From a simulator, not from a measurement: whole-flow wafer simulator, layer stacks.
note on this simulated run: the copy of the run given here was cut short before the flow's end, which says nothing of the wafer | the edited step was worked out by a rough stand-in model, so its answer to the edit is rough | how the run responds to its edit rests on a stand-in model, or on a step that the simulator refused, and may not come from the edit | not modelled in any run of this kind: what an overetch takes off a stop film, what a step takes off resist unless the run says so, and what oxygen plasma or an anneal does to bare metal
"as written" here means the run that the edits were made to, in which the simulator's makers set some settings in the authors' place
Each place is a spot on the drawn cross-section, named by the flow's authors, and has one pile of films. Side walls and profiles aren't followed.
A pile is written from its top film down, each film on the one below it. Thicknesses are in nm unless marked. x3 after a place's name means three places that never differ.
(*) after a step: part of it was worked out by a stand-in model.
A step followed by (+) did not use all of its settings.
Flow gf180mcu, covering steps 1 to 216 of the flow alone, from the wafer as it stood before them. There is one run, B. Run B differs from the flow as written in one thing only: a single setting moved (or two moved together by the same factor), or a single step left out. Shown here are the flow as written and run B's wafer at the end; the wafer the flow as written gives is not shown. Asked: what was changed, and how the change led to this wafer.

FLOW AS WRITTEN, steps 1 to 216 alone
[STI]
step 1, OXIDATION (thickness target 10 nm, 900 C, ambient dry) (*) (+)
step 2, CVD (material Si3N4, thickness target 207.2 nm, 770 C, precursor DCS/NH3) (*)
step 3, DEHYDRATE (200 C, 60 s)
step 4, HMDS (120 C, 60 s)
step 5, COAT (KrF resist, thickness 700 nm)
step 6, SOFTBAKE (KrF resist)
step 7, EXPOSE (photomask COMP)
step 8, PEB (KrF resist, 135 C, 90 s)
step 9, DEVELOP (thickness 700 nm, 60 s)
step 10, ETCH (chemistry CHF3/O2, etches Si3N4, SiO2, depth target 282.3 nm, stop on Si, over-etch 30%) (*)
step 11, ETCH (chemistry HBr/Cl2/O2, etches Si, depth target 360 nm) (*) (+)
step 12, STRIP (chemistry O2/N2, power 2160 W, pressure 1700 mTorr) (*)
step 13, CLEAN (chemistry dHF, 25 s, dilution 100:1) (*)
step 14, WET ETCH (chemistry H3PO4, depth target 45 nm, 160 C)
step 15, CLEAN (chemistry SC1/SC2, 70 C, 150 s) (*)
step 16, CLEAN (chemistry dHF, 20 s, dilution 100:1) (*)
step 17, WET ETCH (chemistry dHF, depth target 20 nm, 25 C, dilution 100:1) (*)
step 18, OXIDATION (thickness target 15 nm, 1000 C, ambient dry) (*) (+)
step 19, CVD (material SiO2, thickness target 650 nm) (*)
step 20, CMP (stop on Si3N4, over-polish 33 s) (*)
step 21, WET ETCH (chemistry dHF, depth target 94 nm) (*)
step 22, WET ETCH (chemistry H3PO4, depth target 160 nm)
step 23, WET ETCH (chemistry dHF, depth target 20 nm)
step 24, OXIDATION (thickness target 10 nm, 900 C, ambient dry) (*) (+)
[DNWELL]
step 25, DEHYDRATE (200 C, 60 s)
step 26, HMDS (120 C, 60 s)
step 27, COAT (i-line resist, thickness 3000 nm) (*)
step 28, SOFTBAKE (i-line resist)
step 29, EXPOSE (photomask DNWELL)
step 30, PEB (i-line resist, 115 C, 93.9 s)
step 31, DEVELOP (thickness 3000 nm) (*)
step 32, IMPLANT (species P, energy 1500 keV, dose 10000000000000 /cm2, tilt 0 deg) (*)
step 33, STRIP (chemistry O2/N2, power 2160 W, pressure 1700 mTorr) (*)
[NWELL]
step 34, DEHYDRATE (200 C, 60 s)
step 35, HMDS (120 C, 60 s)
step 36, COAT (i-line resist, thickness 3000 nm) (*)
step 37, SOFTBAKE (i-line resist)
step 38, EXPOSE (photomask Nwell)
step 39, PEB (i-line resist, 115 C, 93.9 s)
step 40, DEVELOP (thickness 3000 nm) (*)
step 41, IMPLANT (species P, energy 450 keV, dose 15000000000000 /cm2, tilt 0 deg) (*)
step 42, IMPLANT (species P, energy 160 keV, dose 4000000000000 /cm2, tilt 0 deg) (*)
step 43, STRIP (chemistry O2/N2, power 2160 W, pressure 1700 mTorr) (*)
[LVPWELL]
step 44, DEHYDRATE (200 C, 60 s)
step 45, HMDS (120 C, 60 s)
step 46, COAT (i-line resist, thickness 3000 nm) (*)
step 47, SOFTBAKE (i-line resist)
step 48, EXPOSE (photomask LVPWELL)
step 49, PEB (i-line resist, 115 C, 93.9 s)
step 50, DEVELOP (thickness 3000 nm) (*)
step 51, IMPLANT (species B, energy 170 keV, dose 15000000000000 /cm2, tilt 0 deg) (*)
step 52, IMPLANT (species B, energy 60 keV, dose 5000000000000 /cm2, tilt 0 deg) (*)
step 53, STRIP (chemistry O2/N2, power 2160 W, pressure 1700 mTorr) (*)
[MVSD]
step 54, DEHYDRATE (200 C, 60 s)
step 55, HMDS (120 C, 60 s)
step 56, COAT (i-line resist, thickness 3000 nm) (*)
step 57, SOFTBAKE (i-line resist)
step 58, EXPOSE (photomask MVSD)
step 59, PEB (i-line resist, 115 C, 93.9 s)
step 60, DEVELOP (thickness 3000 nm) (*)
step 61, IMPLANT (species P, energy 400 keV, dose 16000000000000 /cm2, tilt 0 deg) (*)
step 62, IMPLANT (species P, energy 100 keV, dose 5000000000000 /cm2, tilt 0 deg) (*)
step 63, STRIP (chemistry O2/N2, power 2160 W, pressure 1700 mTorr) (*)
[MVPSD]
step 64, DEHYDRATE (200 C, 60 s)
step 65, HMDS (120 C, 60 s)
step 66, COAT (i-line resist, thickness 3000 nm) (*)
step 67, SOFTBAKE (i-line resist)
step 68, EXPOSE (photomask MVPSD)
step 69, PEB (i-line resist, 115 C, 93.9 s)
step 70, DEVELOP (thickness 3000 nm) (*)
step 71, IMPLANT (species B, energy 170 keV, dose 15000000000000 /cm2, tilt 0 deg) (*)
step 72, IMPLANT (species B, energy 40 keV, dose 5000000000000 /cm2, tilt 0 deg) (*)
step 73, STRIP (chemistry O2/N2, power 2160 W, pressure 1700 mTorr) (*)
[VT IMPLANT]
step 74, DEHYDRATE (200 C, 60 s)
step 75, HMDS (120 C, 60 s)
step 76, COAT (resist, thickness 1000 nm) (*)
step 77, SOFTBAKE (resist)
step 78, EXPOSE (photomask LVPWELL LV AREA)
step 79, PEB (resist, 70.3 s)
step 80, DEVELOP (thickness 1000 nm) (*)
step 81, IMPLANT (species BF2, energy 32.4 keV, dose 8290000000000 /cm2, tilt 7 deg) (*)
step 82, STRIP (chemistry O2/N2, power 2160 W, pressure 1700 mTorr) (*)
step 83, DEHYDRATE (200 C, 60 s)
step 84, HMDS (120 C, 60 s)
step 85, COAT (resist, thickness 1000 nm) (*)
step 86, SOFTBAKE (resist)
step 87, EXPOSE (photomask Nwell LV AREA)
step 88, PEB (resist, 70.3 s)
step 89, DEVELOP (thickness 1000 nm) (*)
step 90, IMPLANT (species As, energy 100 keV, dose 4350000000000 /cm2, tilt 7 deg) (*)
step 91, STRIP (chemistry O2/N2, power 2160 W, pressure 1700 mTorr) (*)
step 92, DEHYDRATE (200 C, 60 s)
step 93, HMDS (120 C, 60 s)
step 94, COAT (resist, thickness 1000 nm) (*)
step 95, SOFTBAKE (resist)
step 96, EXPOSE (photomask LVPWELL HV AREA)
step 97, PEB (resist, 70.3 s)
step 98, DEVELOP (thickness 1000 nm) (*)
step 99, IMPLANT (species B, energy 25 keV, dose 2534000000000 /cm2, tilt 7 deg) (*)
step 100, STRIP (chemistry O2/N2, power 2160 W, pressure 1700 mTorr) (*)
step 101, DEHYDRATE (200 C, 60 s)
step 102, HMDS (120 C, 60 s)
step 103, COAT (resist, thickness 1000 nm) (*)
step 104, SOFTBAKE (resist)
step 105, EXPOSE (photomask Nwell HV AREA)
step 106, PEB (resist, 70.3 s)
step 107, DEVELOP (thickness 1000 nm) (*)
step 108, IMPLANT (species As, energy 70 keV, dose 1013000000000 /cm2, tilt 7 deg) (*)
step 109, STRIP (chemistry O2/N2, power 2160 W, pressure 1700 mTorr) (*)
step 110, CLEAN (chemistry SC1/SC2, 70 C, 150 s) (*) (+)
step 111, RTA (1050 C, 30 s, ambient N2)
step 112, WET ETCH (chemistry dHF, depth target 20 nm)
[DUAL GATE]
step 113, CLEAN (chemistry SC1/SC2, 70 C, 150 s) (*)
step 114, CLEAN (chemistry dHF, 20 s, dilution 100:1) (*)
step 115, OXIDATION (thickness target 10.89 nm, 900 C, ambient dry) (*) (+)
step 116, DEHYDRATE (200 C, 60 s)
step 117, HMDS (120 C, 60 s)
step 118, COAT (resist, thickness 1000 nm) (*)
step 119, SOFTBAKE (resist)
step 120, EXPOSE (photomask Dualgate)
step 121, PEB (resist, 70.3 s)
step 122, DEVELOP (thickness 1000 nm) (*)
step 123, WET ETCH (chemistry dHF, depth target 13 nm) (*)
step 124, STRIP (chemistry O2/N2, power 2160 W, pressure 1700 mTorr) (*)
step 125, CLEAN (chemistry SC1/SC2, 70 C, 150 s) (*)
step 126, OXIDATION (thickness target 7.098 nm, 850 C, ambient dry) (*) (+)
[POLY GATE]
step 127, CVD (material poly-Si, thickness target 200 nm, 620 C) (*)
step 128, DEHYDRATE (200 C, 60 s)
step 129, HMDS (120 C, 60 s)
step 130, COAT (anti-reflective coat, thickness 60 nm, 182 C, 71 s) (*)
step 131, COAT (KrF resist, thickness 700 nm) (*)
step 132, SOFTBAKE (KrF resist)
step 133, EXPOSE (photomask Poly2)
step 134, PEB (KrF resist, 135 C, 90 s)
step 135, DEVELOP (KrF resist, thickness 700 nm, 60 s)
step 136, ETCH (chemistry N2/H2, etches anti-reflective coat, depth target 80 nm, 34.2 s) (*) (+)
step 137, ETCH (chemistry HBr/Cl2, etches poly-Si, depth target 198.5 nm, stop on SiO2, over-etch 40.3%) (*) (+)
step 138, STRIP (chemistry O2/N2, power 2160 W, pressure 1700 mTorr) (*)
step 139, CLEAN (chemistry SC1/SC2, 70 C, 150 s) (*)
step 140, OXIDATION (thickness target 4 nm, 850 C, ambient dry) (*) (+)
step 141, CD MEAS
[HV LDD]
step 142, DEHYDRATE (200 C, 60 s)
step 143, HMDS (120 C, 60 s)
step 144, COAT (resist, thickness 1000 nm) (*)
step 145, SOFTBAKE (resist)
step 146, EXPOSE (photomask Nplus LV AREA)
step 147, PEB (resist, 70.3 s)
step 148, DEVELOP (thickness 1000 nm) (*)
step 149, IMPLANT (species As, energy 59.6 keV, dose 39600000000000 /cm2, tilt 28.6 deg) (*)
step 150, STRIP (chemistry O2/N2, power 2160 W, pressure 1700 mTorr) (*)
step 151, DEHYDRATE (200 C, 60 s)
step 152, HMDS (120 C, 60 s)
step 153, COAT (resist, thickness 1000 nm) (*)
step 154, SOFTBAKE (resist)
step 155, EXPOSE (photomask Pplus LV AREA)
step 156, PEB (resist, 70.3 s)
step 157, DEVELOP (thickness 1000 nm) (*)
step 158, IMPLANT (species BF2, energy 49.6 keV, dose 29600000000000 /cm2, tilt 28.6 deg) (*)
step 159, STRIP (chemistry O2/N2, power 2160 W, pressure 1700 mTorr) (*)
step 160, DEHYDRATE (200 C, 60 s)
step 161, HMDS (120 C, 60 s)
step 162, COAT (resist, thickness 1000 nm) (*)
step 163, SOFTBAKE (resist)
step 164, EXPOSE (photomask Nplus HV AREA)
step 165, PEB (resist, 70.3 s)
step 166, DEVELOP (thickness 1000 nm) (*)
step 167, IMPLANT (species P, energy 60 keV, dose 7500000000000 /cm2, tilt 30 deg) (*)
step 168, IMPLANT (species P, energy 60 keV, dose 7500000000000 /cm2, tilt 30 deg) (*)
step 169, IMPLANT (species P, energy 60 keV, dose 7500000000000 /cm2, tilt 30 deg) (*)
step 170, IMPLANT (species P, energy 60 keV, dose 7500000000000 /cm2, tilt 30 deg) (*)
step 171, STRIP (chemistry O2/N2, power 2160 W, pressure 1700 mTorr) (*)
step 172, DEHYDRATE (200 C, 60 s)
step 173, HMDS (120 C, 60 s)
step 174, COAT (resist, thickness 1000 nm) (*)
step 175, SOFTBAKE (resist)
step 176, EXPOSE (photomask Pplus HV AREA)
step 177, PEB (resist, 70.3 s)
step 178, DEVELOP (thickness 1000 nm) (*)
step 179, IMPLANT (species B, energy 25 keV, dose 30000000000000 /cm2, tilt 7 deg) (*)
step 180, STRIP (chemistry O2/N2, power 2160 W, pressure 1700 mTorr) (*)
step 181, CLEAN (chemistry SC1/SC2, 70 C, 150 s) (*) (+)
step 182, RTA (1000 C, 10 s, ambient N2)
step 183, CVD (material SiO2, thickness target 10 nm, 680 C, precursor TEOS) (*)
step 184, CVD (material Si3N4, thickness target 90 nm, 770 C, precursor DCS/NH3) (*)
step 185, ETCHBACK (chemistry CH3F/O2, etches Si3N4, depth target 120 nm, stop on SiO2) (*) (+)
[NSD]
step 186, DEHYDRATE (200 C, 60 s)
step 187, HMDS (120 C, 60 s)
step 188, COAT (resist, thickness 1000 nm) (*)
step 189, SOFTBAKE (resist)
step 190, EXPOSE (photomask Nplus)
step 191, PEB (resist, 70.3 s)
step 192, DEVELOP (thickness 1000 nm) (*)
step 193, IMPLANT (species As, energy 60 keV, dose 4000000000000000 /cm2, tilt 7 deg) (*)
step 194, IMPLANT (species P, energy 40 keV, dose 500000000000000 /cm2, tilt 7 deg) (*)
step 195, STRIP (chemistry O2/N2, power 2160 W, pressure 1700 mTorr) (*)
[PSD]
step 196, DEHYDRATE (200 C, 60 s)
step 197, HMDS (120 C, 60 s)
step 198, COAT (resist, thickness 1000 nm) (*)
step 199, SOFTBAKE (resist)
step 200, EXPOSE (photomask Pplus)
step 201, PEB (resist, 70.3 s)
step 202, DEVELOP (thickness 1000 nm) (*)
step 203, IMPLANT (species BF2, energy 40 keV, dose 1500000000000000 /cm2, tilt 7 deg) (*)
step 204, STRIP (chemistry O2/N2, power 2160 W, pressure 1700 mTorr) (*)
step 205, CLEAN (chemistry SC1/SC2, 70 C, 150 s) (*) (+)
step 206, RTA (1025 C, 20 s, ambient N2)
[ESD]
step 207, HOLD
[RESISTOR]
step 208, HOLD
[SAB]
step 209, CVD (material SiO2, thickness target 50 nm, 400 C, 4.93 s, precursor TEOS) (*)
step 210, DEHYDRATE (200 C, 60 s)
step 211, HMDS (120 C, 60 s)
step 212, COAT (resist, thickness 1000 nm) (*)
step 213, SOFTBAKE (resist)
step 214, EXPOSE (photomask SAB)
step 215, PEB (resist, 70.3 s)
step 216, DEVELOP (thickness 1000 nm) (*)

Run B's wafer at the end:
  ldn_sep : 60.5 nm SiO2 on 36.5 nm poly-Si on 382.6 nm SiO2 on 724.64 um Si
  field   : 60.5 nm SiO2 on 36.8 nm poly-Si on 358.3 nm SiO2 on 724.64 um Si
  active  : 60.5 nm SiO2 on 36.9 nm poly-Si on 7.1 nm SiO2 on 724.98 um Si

Cause: step 137, ETCH: depth target 114.1 nm was run, though the flow has depth target 198.5 nm.

The path from the change to this, step by step:
  step 137, ETCH (chemistry HBr/Cl2, etches poly-Si, depth target 198.5 nm, stop on SiO2, over-etch 40.3%) (*) (+)
      field__w3, field__w12, field_sub and 14 more: poly-Si loses 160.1 (in the flow as written it would be: poly-Si loses 199 (all of it), SiO2 loses 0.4)
      field__w6, sti, m1 and 11 more: poly-Si loses 160.1 (in the flow as written it would be: poly-Si loses 198.8 (all of it), SiO2 loses 0.4)
      (also at 61 further places)
  step 138, STRIP (chemistry O2/N2, power 2160 W, pressure 1700 mTorr) (*)
      field, field__w1, field__w2 and 61 more: chemical SiO2 gains 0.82 (new film), poly-Si loses 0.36 (in the flow as written it would be: nothing)
      gate: chemical SiO2 gains 0.67 (new film), KrF resist loses 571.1 (all of it), anti-reflective coat loses 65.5 (all of it), poly-Si loses 0.3 (in the flow as written it would be: chemical SiO2 gains 0.68 (new film), KrF resist loses 531.7 (all of it), anti-reflective coat loses 65.5 (all of it), poly-Si loses 0.3)
      (also at 27 further places)
  step 139, CLEAN (chemistry SC1/SC2, 70 C, 150 s) (*)
      field, field__w1, field__w2 and 34 more: chemical SiO2 loses 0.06, poly-Si loses 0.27 (in the flow as written it would be: SiO2 loses 0.68)
  step 140, OXIDATION (thickness target 4 nm, 850 C, ambient dry) (*) (+)
      field, field__w1, field__w2 and 21 more: SiO2 gains 4 (new film), chemical SiO2 loses 0.76 (all of it), poly-Si loses 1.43 (in the flow as written it would be: SiO2 gains 0.15, Si loses 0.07)
      active_hv, active_nat, ld_sd_n and 11 more: SiO2 gains 4 (new film), chemical SiO2 loses 0.76 (all of it), poly-Si loses 1.43 (in the flow as written it would be: SiO2 gains 0.96, Si loses 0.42)
      (also at 26 further places)
  step 144, COAT (resist, thickness 1000 nm) (*)
      gate: resist gains 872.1 (new film) (in the flow as written it would be: resist gains 837.3 (new film))
      gate_hv: resist gains 876.7 (new film) (in the flow as written it would be: resist gains 845.4 (new film))
      (also at 26 further places)
  step 145, SOFTBAKE (resist)
      nw_enc_fld_lv__w3: resist loses 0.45 (in the flow as written it would be: resist gains 2.63)
      field__w1: resist gains 3.16 (in the flow as written it would be: resist gains 4.19)
      (also at 62 further places)
  step 147, PEB (resist, 70.3 s)
      ld_body_p_dnw, ldn_ch, ldp_ch, ldp_acc: resist loses 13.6 (in the flow as written it would be: resist loses 13)
      polyc_n, polyc_n_rim, polyc_p, polyc_p_rim: resist loses 12.9 (in the flow as written it would be: resist loses 12.2)
      (also at 14 further places)
  step 148, DEVELOP (thickness 1000 nm) (*)
      gate: resist loses 857.5 (all of it) (in the flow as written it would be: resist loses 822.7 (all of it))
      npoly_u: resist loses 855.1 (all of it) (in the flow as written it would be: resist loses 821.5 (all of it))
      (also at 3 further places)
  step 150, STRIP (chemistry O2/N2, power 2160 W, pressure 1700 mTorr) (*)
      gate_hv: resist loses 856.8 (all of it) (in the flow as written it would be: resist loses 824.2 (all of it))
      gate_p: resist loses 862.2 (all of it) (in the flow as written it would be: resist loses 828.7 (all of it))
      (also at 21 further places)
  step 153, COAT (resist, thickness 1000 nm) (*)
      gate: resist gains 872.1 (new film) (in the flow as written it would be: resist gains 837.3 (new film))
      gate_hv: resist gains 876.7 (new film) (in the flow as written it would be: resist gains 845.4 (new film))
      (also at 26 further places)
  step 154, SOFTBAKE (resist)
      nw_enc_fld_lv__w3: resist loses 0.45 (in the flow as written it would be: resist gains 2.63)
      field__w1: resist gains 3.16 (in the flow as written it would be: resist gains 4.19)
      (also at 62 further places)
  step 156, PEB (resist, 70.3 s)
      ld_body_p_dnw, ldn_ch, ldp_ch, ldp_acc: resist loses 13.6 (in the flow as written it would be: resist loses 13)
      polyc_n, polyc_n_rim, polyc_p, polyc_p_rim: resist loses 12.9 (in the flow as written it would be: resist loses 12.2)
      (also at 14 further places)
  step 157, DEVELOP (thickness 1000 nm) (*)
      gate_p: resist loses 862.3 (all of it) (in the flow as written it would be: resist loses 828.7 (all of it))
      ppoly_u: resist loses 859.4 (all of it) (in the flow as written it would be: resist loses 827 (all of it))
      (also at 3 further places)
  step 159, STRIP (chemistry O2/N2, power 2160 W, pressure 1700 mTorr) (*)
      gate: resist loses 857.5 (all of it) (in the flow as written it would be: resist loses 822.7 (all of it))
      gate_hv: resist loses 856.8 (all of it) (in the flow as written it would be: resist loses 824.2 (all of it))
      (also at 21 further places)
  step 162, COAT (resist, thickness 1000 nm) (*)
      gate: resist gains 872.1 (new film) (in the flow as written it would be: resist gains 837.3 (new film))
      gate_hv: resist gains 876.7 (new film) (in the flow as written it would be: resist gains 845.4 (new film))
      (also at 26 further places)
  step 163, SOFTBAKE (resist)
      nw_enc_fld_lv__w3: resist loses 0.45 (in the flow as written it would be: resist gains 2.63)
      field__w1: resist gains 3.16 (in the flow as written it would be: resist gains 4.19)
      (also at 62 further places)
  ... 22 other steps ...
  step 216, DEVELOP (thickness 1000 nm) (*)
      gate: resist loses 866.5 (all of it) (in the flow as written it would be: resist loses 834.3 (all of it))
      gate_hv: resist loses 866.1 (all of it) (in the flow as written it would be: resist loses 836.1 (all of it))
      (also at 24 further places)
